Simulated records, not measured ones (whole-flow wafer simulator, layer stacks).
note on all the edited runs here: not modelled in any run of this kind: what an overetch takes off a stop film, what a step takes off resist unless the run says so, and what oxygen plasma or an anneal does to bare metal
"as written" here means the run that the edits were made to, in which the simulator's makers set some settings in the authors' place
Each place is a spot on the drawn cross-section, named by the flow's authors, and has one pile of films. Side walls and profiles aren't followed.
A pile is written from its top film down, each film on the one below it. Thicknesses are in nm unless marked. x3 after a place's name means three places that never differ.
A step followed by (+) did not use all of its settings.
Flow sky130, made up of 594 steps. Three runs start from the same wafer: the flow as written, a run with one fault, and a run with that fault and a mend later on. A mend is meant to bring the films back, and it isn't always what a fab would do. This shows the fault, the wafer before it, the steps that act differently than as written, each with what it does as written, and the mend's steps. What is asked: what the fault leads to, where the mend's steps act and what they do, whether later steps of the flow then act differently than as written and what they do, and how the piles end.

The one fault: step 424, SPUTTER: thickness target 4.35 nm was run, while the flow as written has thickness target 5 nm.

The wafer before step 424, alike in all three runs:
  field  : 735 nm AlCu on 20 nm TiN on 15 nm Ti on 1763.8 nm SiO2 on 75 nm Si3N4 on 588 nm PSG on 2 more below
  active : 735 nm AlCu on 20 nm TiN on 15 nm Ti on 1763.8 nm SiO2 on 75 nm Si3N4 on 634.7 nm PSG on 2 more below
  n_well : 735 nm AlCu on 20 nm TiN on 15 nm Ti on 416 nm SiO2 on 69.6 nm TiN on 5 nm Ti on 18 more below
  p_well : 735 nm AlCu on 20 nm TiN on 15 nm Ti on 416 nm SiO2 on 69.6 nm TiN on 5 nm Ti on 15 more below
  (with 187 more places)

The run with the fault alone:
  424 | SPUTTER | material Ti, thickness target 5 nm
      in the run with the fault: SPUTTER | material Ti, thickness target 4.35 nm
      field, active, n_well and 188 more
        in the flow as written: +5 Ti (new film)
        in the run with the fault: +4.35 Ti (new film)
  Steps later in the flow that act otherwise than as written (17 other steps are not shown; they differ only slightly, by no more than 2% or 0.5 nm, whichever is larger):
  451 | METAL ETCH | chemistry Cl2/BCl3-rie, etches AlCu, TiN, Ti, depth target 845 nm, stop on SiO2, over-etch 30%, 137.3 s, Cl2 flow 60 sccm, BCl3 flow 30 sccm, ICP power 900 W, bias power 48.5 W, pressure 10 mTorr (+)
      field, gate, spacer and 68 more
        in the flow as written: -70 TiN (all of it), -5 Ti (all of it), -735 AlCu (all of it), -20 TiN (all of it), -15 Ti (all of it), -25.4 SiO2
        in the run with the fault: -70 TiN (all of it), -4.35 Ti (all of it), -735 AlCu (all of it), -20 TiN (all of it), -15 Ti (all of it), -25.4 SiO2
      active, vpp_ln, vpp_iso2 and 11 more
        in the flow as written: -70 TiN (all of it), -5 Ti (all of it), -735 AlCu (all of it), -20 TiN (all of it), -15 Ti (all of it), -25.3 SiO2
        in the run with the fault: -70 TiN (all of it), -4.35 Ti (all of it), -735 AlCu (all of it), -20 TiN (all of it), -15 Ti (all of it), -25.4 SiO2
  By the end, the piles at n_well, p_well, gate_hv and 104 more depart from the flow's by more than 2% or 0.5 nm, whichever is larger.
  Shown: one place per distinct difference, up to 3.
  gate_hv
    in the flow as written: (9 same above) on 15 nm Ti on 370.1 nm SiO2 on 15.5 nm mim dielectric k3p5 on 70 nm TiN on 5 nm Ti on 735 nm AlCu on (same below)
    in the run with the fault: (9 same above) on 15 nm Ti on 370.8 nm SiO2 on 15.5 nm mim dielectric k3p5 on 70 nm TiN on 4.35 nm Ti on 735 nm AlCu on (same below)
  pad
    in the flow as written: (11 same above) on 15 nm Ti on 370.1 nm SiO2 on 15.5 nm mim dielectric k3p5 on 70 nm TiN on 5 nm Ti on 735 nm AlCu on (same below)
    in the run with the fault: (11 same above) on 15 nm Ti on 370.8 nm SiO2 on 15.5 nm mim dielectric k3p5 on 70 nm TiN on 4.35 nm Ti on 735 nm AlCu on (same below)
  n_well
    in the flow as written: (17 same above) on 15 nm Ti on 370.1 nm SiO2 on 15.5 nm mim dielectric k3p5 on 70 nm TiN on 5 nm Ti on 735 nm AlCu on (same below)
    in the run with the fault: (17 same above) on 15 nm Ti on 370.8 nm SiO2 on 15.5 nm mim dielectric k3p5 on 70 nm TiN on 4.35 nm Ti on 735 nm AlCu on (same below)

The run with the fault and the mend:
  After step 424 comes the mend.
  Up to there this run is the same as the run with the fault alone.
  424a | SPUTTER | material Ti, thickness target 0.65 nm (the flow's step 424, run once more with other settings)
      field, active, n_well and 188 more
        +0.65 Ti
  Later steps of the flow that are run all act as written at every place that is followed.
  At every place that both follow, the piles at the end match the flow's.
